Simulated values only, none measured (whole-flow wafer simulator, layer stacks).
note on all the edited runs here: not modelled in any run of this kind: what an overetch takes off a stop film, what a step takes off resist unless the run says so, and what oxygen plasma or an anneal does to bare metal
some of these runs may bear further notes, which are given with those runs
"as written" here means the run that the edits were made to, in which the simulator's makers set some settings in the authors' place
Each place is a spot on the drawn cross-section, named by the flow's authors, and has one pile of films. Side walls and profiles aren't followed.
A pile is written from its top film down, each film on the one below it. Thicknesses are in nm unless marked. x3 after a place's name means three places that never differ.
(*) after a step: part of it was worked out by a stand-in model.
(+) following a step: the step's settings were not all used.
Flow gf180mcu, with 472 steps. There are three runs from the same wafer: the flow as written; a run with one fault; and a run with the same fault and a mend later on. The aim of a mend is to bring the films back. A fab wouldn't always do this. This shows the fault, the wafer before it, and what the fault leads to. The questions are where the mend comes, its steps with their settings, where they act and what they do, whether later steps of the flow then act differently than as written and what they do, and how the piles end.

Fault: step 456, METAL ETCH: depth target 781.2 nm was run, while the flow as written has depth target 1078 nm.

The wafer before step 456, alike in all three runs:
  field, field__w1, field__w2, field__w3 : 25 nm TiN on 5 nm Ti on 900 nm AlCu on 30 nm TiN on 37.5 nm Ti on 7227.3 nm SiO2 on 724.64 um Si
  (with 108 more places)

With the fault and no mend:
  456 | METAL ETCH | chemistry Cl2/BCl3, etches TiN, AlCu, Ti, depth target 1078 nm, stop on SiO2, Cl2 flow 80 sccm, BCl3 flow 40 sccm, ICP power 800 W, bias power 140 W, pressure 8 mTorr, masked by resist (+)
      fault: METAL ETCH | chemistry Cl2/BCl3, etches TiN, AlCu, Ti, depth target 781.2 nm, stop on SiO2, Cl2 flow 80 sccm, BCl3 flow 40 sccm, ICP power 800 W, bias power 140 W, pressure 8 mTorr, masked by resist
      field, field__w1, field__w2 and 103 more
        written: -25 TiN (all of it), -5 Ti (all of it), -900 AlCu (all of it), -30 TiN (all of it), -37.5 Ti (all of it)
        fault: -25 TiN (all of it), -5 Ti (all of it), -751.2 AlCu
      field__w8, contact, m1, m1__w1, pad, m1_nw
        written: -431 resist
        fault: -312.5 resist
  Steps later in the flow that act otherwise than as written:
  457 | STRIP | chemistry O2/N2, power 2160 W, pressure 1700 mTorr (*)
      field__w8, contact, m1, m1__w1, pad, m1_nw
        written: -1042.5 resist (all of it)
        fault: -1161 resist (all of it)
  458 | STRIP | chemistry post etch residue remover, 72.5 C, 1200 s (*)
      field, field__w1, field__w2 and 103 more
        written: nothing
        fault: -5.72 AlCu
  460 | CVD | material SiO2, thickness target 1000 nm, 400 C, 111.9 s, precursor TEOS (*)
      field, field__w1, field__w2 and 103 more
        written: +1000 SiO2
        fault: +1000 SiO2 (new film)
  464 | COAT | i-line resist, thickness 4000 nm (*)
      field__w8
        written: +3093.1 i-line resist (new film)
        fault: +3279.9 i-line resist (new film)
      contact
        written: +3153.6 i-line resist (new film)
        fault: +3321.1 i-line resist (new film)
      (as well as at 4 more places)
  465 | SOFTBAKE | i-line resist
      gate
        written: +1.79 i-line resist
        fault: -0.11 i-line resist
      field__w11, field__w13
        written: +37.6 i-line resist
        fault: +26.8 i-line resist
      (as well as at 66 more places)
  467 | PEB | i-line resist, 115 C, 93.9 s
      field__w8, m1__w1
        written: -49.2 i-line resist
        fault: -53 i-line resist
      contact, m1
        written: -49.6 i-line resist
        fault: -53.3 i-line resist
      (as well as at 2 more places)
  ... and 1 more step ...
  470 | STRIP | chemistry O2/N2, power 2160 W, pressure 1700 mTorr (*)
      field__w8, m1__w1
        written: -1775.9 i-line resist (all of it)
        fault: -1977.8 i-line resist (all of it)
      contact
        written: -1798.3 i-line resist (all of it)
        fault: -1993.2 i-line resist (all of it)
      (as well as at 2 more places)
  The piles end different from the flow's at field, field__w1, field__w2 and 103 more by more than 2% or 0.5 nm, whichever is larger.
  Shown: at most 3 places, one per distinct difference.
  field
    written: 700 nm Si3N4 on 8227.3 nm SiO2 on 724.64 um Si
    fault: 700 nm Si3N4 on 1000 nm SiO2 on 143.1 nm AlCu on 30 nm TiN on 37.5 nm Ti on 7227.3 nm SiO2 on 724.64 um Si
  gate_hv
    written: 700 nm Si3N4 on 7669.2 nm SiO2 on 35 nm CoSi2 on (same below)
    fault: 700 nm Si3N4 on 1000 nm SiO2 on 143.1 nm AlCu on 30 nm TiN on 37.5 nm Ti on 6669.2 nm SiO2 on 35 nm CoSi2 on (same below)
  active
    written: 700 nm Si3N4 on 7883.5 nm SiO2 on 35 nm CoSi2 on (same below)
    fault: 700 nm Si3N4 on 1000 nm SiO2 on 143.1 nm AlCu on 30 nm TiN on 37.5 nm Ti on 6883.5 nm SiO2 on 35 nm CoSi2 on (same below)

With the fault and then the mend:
  The mend follows step 458.
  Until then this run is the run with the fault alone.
  458a | DEHYDRATE | 200 C, 60 s (a further turn of the flow's step 449)
      leaves every film unchanged at each place that is followed
  458b | HMDS | 120 C, 60 s (a further turn of the flow's step 450)
      leaves every film unchanged at each place that is followed
  458c | COAT | resist, thickness 1500 nm (*) (a further turn of the flow's step 451)
      iso_ptap_pw, iso_ntap_nw, iso_nw_fld and 33 more
        +1500 resist (new film)
      field__w6, active_nat, gate_nat and 6 more
        +1509.7 resist (new film)
      field_sub, field_sub__w1, field_sub__w2, field_sub__w3, field_sub__w4, field_sub__w5
        +1509.8 resist (new film)
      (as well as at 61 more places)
  458d | SOFTBAKE | resist (a further turn of the flow's step 452)
      field__w7, ld_fp_n
        -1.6 resist
      ld_sd_n, npoly_sal
        -1.83 resist
      sd_p_hv, nw_enc_fld__w1
        -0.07 resist
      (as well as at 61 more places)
  458e | EXPOSE | photomask MetalTop (a further turn of the flow's step 453)
      leaves every film unchanged at each place that is followed
  458f | PEB | resist, 70.3 s (a further turn of the flow's step 454)
      field__w2, field__w3, field__w5 and 41 more
        -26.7 resist
      iso_ptap_pw, iso_ntap_nw, iso_nw_fld and 33 more
        -26.5 resist
      p_well, sti, spacer, sd_n, mim_1p0, dice_street
        -26.6 resist
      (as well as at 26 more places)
  458g | DEVELOP | thickness 1500 nm, 60 s (a further turn of the flow's step 455)
      iso_ptap_pw, iso_ntap_nw, iso_nw_fld and 33 more
        -1473.5 resist (all of it)
      field__w5, field__w9, nplus_u, pplus_u, npoly_u, nw_enc_fld_lv__w1, nw_enc_fld_lv__w4, gate_hv5
        -1483.7 resist (all of it)
      p_well, sti, spacer, sd_n, mim_1p0, dice_street
        -1477.2 resist (all of it)
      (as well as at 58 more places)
  458h | METAL ETCH | chemistry Cl2/BCl3, etches TiN, AlCu, Ti, depth target 296.3 nm, stop on SiO2, Cl2 flow 80 sccm, BCl3 flow 40 sccm, ICP power 800 W, bias power 140 W, pressure 8 mTorr, masked by resist (+) (a further turn of the flow's step 456, with different settings)
      field, field__w1, field__w2 and 103 more
        -143.1 AlCu (all of it), -30 TiN (all of it), -37.5 Ti (all of it)
      field__w8, contact, m1, m1__w1, pad, m1_nw
        -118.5 resist
  458i | STRIP | chemistry O2/N2, power 2160 W, pressure 1700 mTorr (*) (a further turn of the flow's step 457)
      field__w8
        -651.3 resist (all of it)
      contact
        -649.1 resist (all of it)
      m1
        -649.4 resist (all of it)
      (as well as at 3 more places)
  458j | STRIP | chemistry post etch residue remover, 72.5 C, 1200 s (*) (a further turn of the flow's step 458)
      field__w8, contact, m1, m1__w1, pad, m1_nw
        -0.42 TiN
  Every later step of the flow that is run acts as written, at every place that is followed, to within 2% or 0.5 nm, whichever is larger.
  When the end is reached, the piles differ only a little from the flow's at the places that both follow, at most by 2% or 0.5 nm, whichever is larger.
